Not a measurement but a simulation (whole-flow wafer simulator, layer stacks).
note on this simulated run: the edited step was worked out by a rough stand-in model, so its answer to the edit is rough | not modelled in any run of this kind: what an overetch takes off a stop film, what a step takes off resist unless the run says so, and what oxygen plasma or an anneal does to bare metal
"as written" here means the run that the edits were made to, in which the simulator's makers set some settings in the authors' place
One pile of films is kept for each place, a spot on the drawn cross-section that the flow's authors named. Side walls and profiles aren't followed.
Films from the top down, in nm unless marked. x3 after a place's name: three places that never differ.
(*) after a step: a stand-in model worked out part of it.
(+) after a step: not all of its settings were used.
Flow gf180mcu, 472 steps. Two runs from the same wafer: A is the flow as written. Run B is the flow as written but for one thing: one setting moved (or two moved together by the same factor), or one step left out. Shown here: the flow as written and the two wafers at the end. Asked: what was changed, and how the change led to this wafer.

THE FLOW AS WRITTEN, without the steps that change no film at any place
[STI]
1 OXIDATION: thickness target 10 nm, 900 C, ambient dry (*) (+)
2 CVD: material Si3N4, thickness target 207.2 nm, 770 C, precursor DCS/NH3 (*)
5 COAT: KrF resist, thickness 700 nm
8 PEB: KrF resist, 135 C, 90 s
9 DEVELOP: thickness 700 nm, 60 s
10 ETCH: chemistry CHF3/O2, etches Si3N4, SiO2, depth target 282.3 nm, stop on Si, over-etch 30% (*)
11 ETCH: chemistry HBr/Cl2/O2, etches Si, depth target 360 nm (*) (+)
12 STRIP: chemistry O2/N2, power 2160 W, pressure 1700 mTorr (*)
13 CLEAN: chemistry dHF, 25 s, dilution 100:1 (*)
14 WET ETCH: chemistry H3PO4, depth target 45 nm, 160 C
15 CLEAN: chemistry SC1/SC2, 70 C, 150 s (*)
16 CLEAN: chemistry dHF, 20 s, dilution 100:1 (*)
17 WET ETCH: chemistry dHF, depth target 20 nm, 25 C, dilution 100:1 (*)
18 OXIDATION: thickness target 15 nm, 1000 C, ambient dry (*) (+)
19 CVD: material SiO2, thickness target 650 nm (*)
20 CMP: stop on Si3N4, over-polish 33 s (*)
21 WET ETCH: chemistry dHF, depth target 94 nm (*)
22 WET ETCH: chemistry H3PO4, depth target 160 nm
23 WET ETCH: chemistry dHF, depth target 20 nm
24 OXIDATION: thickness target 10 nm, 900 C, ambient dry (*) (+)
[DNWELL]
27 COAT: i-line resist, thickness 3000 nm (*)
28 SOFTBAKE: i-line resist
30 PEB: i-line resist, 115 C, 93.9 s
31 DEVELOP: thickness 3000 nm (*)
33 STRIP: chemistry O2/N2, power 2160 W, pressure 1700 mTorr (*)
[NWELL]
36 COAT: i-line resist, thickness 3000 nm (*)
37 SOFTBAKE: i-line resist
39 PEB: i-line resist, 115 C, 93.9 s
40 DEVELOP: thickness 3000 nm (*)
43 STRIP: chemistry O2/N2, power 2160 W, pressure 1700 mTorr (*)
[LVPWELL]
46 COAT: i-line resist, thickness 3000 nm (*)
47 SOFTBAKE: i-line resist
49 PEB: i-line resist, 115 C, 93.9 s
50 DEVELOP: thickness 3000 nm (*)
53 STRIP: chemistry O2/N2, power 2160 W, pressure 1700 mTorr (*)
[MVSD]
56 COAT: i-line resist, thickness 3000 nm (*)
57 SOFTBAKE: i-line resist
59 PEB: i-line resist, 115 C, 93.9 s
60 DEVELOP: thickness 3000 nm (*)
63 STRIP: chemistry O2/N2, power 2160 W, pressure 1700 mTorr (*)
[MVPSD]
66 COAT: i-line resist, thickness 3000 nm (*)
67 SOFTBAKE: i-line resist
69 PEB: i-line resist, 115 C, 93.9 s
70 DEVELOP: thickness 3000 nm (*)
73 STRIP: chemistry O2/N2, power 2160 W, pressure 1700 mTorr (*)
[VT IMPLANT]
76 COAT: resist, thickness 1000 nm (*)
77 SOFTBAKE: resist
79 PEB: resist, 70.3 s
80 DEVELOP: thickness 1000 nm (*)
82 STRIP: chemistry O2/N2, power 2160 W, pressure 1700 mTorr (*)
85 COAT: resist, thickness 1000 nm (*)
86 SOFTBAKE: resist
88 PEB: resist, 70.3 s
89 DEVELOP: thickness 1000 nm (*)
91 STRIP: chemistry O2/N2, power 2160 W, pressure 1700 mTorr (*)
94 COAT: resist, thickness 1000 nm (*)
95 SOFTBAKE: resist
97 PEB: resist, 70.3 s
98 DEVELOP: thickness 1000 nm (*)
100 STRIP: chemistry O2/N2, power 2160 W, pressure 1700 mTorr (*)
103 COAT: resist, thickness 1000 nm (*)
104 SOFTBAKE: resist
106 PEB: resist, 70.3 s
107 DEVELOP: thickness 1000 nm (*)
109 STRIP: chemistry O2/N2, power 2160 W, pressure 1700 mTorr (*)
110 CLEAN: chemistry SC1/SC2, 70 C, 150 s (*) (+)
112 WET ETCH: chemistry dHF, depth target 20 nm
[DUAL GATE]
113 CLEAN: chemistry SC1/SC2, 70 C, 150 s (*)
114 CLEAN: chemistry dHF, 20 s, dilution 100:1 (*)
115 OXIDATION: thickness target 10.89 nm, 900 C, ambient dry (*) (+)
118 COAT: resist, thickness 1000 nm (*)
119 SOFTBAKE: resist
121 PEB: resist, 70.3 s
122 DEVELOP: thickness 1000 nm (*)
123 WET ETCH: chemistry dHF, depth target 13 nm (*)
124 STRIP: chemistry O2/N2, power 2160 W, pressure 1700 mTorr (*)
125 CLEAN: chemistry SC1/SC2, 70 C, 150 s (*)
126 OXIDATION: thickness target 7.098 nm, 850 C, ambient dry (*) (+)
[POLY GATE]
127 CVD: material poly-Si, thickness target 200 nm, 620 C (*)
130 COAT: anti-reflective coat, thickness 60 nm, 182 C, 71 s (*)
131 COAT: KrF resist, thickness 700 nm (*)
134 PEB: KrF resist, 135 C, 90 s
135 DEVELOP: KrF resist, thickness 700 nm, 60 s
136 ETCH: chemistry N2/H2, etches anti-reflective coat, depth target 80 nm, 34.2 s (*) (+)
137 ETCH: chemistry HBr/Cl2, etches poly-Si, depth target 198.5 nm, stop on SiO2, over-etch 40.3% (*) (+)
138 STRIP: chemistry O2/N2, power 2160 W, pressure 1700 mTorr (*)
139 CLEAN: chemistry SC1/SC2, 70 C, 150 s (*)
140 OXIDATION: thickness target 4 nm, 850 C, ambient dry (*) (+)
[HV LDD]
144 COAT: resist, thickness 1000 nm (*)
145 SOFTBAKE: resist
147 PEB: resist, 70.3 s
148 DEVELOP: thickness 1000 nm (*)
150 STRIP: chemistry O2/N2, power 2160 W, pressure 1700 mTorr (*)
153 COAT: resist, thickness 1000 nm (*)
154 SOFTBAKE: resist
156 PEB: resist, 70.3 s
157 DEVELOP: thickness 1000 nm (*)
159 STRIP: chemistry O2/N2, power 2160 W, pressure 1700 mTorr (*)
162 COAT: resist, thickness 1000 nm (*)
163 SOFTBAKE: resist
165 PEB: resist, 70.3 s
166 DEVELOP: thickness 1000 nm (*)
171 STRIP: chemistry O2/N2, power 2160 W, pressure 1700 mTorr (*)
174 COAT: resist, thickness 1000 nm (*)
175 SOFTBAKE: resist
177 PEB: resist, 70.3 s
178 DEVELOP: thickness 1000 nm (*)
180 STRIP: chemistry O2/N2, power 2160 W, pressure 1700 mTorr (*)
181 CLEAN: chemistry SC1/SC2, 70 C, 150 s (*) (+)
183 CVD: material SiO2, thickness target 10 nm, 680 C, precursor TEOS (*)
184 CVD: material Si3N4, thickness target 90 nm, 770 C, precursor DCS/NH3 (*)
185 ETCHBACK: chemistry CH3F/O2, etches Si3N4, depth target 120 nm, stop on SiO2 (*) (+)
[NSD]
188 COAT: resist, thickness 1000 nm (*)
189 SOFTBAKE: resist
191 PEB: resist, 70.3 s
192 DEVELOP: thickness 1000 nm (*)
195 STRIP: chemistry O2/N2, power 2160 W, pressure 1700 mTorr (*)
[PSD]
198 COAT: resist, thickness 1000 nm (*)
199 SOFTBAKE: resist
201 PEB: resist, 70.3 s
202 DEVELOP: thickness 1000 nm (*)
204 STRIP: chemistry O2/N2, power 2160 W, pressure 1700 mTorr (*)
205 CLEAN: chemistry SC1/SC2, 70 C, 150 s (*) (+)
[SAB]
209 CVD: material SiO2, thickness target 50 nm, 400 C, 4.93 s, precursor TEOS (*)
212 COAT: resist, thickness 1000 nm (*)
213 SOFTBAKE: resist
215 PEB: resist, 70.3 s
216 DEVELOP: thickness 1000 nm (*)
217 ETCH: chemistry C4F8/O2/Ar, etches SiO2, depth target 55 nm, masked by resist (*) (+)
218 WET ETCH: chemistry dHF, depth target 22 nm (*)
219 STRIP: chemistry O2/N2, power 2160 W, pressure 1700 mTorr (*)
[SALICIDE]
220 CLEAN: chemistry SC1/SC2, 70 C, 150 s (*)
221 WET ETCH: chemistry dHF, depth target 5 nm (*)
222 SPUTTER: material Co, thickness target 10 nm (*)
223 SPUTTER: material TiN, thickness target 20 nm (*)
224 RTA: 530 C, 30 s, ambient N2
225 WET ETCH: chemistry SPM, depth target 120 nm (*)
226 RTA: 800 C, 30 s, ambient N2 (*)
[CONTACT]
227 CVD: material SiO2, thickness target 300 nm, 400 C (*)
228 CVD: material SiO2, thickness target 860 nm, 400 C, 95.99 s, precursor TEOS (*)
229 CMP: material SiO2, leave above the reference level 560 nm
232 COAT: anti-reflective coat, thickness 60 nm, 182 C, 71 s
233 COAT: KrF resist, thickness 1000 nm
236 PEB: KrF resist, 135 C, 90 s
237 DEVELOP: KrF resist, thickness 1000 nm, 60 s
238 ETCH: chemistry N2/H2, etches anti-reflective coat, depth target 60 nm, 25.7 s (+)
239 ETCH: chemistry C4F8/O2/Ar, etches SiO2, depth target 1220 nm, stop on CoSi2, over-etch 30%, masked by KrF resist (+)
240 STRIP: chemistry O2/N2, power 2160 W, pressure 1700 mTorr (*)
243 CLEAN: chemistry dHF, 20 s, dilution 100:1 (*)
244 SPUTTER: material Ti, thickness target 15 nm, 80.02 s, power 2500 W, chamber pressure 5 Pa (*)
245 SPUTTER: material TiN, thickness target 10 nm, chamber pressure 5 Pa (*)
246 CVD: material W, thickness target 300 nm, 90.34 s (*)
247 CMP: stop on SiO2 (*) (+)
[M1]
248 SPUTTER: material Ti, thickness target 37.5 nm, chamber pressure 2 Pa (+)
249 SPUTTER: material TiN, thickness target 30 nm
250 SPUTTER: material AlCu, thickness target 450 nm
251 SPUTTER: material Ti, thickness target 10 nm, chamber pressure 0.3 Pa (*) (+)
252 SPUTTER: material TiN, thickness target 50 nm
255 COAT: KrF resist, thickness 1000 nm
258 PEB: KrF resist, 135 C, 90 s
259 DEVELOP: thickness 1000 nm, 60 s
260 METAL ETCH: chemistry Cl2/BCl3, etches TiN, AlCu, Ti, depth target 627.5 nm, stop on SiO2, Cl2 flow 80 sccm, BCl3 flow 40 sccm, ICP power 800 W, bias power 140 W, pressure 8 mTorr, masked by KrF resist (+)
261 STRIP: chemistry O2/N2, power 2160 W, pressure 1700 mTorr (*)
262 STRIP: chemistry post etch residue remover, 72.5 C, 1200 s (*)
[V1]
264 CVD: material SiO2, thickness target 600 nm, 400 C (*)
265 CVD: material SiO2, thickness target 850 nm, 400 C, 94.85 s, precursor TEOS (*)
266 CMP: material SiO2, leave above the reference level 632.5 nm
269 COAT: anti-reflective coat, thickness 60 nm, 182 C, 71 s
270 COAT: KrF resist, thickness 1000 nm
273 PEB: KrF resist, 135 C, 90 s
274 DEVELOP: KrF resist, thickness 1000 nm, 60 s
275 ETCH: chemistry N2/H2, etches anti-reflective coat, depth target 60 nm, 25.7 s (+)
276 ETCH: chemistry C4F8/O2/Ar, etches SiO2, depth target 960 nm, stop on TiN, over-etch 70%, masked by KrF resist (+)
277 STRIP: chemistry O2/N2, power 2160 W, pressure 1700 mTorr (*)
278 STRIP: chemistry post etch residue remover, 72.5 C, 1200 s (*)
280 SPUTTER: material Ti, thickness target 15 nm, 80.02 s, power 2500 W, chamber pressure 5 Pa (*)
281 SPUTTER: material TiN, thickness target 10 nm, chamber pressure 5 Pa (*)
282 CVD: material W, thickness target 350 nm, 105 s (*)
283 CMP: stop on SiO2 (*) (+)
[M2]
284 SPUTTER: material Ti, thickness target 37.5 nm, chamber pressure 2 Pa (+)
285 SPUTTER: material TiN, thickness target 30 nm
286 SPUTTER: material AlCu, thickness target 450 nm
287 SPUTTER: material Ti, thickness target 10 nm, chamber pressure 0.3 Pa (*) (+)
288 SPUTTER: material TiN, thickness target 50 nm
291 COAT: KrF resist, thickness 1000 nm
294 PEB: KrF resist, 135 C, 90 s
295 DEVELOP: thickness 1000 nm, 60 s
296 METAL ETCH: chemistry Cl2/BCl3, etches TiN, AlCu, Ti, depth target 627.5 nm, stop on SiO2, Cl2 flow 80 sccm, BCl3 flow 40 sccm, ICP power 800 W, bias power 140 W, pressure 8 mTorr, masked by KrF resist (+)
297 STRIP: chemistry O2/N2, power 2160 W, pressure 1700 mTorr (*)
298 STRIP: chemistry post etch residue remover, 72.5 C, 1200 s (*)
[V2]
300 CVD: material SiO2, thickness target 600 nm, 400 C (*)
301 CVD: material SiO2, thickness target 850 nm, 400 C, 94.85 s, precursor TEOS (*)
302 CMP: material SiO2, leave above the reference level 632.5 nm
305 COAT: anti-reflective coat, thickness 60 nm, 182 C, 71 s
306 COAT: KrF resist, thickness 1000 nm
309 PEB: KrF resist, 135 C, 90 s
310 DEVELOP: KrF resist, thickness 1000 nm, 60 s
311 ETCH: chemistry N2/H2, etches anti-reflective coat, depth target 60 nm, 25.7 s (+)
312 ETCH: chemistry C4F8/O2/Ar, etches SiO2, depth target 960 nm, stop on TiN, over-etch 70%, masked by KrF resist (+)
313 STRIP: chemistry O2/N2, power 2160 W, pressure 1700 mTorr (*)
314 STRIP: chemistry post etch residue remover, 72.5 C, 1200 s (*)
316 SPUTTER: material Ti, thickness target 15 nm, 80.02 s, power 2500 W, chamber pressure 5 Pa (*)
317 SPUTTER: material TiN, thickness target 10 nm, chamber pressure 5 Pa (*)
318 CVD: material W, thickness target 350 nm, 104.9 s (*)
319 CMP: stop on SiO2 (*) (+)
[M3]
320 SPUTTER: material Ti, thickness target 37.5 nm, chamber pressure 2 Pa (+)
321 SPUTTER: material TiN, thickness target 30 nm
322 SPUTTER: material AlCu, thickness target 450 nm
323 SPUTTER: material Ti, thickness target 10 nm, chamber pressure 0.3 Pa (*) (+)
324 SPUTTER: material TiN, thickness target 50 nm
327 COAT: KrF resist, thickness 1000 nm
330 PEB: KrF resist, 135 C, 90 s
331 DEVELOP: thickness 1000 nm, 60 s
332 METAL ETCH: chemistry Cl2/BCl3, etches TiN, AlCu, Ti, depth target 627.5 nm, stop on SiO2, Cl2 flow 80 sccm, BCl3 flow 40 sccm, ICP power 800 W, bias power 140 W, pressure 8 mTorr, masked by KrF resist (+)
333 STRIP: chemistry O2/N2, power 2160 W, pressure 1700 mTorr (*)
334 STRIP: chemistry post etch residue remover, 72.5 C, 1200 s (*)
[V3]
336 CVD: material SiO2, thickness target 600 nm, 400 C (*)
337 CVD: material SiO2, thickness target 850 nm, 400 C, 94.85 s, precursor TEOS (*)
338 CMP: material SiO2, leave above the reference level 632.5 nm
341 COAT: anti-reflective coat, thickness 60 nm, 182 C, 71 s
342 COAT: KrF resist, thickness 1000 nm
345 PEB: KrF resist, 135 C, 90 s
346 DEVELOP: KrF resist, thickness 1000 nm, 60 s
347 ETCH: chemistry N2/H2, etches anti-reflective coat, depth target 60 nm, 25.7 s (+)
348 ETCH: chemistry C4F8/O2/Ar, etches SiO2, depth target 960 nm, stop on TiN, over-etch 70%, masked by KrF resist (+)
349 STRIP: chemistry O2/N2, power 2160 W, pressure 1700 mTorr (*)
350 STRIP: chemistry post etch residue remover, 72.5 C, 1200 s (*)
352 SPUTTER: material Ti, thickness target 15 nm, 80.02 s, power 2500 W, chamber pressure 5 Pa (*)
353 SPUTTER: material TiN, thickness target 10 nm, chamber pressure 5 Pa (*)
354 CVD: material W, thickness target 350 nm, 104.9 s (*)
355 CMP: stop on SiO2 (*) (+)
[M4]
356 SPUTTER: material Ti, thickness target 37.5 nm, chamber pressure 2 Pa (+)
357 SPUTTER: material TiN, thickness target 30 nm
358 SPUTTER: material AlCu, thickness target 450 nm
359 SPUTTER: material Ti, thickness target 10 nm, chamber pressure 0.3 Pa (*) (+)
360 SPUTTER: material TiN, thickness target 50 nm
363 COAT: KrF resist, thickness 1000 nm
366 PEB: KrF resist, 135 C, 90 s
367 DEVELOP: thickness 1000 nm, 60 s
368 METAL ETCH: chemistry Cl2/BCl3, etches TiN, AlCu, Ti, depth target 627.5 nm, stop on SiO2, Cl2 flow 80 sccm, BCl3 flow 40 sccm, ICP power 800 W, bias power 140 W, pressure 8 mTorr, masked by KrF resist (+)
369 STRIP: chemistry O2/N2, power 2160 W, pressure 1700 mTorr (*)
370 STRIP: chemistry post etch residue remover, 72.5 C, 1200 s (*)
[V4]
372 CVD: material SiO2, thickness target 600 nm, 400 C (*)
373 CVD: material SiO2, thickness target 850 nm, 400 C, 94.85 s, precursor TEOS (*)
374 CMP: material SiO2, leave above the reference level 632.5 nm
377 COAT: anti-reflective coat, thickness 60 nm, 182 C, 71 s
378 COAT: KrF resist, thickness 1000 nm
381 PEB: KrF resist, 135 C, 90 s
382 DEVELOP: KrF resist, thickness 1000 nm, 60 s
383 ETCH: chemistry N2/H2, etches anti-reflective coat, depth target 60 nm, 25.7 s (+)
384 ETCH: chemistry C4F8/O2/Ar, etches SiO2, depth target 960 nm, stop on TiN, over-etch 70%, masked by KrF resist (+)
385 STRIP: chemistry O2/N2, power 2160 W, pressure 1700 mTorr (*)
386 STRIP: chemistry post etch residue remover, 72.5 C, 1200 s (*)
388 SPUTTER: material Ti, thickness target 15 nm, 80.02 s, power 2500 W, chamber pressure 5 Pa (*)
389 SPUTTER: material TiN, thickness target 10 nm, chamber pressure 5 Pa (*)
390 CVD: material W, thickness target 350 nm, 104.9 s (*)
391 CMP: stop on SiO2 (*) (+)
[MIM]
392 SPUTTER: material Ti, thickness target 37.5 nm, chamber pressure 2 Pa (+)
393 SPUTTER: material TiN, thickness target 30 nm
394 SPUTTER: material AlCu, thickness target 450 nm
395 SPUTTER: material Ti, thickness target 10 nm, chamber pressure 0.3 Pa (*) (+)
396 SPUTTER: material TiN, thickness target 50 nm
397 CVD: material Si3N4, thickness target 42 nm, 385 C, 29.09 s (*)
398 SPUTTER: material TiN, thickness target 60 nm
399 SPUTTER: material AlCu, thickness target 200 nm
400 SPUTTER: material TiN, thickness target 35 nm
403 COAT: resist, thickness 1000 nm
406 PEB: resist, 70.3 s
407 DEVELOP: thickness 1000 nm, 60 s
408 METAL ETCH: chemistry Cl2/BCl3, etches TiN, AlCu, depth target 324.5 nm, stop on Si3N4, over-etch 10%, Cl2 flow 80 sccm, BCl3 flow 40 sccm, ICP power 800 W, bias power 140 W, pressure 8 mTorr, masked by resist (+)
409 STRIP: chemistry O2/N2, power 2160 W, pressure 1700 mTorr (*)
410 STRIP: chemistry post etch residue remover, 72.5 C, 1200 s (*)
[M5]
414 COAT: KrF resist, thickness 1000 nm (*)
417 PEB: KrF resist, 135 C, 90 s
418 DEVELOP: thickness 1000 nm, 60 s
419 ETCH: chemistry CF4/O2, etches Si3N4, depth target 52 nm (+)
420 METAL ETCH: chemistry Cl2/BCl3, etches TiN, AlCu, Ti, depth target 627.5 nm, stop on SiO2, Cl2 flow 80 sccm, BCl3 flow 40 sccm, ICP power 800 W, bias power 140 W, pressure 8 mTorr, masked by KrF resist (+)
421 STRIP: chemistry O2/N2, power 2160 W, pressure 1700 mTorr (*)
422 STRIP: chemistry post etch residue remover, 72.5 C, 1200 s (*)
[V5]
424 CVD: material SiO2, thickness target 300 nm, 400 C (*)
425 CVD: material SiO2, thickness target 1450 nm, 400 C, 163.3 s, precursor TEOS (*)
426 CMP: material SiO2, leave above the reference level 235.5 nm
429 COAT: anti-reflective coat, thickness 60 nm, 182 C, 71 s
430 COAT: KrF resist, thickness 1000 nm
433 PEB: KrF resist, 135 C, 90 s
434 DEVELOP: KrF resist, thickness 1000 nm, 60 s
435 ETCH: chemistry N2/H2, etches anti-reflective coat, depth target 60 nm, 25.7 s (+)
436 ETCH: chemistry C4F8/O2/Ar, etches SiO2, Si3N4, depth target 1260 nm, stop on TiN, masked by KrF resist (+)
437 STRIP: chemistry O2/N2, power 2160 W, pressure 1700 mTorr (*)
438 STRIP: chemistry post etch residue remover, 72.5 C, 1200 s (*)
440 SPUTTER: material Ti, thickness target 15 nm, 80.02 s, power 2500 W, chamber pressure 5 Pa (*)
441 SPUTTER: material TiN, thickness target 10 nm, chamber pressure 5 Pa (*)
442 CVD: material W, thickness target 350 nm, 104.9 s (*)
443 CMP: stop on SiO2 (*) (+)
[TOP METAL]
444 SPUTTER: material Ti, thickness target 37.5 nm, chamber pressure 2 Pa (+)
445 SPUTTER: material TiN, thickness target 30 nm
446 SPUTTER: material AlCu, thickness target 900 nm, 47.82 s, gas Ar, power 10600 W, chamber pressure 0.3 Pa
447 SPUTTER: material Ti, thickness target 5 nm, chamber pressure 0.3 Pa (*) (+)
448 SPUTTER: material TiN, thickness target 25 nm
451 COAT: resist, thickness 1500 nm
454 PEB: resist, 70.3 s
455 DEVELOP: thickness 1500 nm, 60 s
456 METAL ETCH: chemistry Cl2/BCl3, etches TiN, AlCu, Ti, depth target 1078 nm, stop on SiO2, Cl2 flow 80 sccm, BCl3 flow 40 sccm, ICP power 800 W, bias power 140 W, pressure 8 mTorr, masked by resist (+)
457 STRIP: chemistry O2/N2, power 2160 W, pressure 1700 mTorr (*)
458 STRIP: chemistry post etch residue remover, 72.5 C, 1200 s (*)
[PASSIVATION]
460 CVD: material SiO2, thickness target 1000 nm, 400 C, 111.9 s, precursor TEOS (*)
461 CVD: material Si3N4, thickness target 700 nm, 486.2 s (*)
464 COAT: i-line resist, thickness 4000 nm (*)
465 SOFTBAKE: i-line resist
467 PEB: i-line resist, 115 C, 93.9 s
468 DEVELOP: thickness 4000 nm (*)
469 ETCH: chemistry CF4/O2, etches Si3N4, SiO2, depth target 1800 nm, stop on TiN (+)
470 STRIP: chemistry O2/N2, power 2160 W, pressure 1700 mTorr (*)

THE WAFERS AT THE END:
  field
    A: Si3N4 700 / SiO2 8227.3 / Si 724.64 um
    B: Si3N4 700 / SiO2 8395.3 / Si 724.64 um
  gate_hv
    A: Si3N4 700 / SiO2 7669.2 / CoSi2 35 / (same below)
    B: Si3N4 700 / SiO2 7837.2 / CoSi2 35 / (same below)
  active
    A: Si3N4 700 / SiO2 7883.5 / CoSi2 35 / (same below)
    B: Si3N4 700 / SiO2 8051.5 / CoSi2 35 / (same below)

The cause: step 424, CVD: thickness target 468 nm was run, where the flow has thickness target 300 nm.

How the change led to this, step by step:
  424 CVD: material SiO2, thickness target 300 nm, 400 C (*)
      field, field__w1, field__w2 and 101 more: A SiO2 +300 | B SiO2 +468
      field__w4, field__w8, contact, m1, m1__w1, mim, mim_1p0, m1_nw: A SiO2 +300 (new film) | B SiO2 +468 (new film)
  436 ETCH: chemistry C4F8/O2/Ar, etches SiO2, Si3N4, depth target 1260 nm, stop on TiN, masked by KrF resist (+)
      contact: A SiO2 -829.9 (all of it), Si3N4 -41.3 (all of it) | B SiO2 -997.9 (all of it), Si3N4 -41.3 (all of it)
  440 SPUTTER: material Ti, thickness target 15 nm, 80.02 s, power 2500 W, chamber pressure 5 Pa (*)
      contact: A Ti +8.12 (new film) | B Ti +7.38 (new film)
  442 CVD: material W, thickness target 350 nm, 104.9 s (*)
      contact: A W +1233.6 (new film) | B W +1402.8 (new film)
